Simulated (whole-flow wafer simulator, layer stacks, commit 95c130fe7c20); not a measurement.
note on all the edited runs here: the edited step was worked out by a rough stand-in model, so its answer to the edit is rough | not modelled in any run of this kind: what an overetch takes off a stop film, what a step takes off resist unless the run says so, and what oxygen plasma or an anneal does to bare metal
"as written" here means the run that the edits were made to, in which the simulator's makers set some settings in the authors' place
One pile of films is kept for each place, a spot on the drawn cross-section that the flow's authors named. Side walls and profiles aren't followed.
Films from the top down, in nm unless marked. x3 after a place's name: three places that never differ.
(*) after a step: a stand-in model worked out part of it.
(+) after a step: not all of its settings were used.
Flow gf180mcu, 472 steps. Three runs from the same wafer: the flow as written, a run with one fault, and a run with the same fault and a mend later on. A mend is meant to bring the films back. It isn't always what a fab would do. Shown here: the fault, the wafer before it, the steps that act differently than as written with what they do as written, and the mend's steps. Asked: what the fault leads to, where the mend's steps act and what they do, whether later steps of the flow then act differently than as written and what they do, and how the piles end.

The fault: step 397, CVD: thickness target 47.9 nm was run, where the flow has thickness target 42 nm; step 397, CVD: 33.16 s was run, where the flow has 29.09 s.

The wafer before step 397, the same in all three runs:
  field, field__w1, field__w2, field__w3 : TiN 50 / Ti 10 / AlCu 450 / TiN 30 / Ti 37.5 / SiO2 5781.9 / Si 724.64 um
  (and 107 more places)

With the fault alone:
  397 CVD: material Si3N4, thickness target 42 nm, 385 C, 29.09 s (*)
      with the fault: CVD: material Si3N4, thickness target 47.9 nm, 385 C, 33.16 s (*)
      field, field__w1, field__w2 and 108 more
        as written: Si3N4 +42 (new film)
        with the fault: Si3N4 +47.9 (new film)
  Later steps of the flow that act differently than as written (5 more steps differ only slightly, by at most 2% or 0.5 nm, whichever is larger, and aren't shown):
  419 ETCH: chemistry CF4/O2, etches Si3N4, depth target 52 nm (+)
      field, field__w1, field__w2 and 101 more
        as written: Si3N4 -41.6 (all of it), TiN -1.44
        with the fault: Si3N4 -47.5 (all of it), TiN -0.62
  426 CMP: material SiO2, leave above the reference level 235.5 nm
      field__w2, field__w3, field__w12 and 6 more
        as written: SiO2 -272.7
        with the fault: SiO2 -266.5
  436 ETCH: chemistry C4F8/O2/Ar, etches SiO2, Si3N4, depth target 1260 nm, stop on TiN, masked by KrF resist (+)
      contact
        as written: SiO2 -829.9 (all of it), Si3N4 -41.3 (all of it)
        with the fault: SiO2 -829.9 (all of it), Si3N4 -47.1 (all of it)
  At the end the piles differ from the flow's by more than 2% or 0.5 nm, whichever is larger, at field__w4, field__w8, m1, m1__w1, mim, mim_1p0, m1_nw.
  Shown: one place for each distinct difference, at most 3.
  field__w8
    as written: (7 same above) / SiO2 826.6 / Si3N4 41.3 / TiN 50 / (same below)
    with the fault: (7 same above) / SiO2 826.6 / Si3N4 47.1 / TiN 50 / (same below)
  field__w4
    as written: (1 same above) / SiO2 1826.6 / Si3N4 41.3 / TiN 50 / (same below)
    with the fault: (1 same above) / SiO2 1826.6 / Si3N4 47.1 / TiN 50 / (same below)
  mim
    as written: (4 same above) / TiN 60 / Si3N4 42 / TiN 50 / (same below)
    with the fault: (4 same above) / TiN 60 / Si3N4 47.9 / TiN 50 / (same below)

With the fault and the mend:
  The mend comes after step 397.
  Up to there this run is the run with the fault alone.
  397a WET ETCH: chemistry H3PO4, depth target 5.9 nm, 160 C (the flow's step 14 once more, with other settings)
      field, field__w1, field__w2 and 108 more
        Si3N4 -5.9
  No later step of the flow acts differently than as written, at any place that is followed, by more than 2% or 0.5 nm, whichever is larger.
  At the end the piles differ from the flow's only slightly at the places that both follow, by at most 2% or 0.5 nm, whichever is larger.
